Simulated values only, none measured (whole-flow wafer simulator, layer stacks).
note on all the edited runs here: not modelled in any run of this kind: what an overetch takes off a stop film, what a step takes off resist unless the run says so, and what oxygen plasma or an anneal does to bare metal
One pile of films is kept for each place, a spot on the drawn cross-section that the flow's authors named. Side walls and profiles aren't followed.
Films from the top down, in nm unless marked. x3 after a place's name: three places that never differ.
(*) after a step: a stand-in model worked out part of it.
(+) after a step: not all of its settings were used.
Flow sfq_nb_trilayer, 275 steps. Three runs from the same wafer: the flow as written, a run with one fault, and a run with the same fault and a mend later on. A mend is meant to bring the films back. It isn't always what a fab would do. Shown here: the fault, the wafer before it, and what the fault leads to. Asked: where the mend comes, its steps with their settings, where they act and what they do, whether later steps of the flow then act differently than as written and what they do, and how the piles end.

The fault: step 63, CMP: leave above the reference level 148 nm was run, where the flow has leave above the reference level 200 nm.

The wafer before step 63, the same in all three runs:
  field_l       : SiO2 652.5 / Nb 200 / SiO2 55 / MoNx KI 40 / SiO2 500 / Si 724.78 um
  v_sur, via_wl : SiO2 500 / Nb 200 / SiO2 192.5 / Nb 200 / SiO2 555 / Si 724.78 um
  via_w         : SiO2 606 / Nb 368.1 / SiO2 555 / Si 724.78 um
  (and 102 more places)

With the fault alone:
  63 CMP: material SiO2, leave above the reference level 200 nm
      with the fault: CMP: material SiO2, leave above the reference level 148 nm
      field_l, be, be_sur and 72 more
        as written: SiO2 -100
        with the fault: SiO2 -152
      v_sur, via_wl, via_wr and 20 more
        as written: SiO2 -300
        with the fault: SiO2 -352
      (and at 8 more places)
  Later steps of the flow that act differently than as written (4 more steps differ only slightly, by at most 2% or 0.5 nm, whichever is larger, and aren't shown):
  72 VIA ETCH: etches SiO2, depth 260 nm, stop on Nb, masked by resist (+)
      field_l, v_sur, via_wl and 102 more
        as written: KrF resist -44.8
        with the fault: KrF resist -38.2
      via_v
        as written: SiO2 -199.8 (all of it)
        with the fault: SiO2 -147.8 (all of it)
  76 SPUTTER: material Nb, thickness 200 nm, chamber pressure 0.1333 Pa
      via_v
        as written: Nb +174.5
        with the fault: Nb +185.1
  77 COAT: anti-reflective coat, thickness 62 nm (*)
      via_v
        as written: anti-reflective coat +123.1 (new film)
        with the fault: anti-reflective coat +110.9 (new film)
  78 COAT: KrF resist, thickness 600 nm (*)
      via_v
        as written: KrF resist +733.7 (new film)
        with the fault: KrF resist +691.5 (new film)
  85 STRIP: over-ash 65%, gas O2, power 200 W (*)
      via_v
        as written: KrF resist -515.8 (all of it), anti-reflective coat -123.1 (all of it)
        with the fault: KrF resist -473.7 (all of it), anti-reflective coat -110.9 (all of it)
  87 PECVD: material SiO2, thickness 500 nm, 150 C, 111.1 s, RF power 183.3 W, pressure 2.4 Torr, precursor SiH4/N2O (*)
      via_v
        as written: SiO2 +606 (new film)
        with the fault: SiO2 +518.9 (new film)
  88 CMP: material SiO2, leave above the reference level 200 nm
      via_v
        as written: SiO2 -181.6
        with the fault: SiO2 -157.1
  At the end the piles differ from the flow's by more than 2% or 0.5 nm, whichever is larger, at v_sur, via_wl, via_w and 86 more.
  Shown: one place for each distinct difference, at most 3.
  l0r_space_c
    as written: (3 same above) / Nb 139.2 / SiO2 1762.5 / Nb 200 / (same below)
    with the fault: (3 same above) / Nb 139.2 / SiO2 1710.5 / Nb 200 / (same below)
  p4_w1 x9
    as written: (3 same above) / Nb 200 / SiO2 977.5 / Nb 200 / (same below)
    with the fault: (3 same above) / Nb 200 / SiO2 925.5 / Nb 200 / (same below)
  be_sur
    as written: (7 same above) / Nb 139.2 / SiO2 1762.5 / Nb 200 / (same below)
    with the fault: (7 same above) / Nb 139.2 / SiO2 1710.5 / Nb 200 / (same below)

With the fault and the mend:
  The mend comes after step 64.
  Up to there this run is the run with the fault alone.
  64a PECVD: material SiO2, thickness 52 nm, 150 C, 11.56 s, RF power 183.3 W, pressure 2.4 Torr, precursor SiH4/N2O (the flow's step 62 once more, with other settings)
      field_l, v_sur, via_wl and 103 more
        SiO2 +52
  No later step of the flow acts differently than as written, at any place that is followed, by more than 2% or 0.5 nm, whichever is larger.
  At the end the piles differ from the flow's only slightly at the places that both follow, by at most 2% or 0.5 nm, whichever is larger.
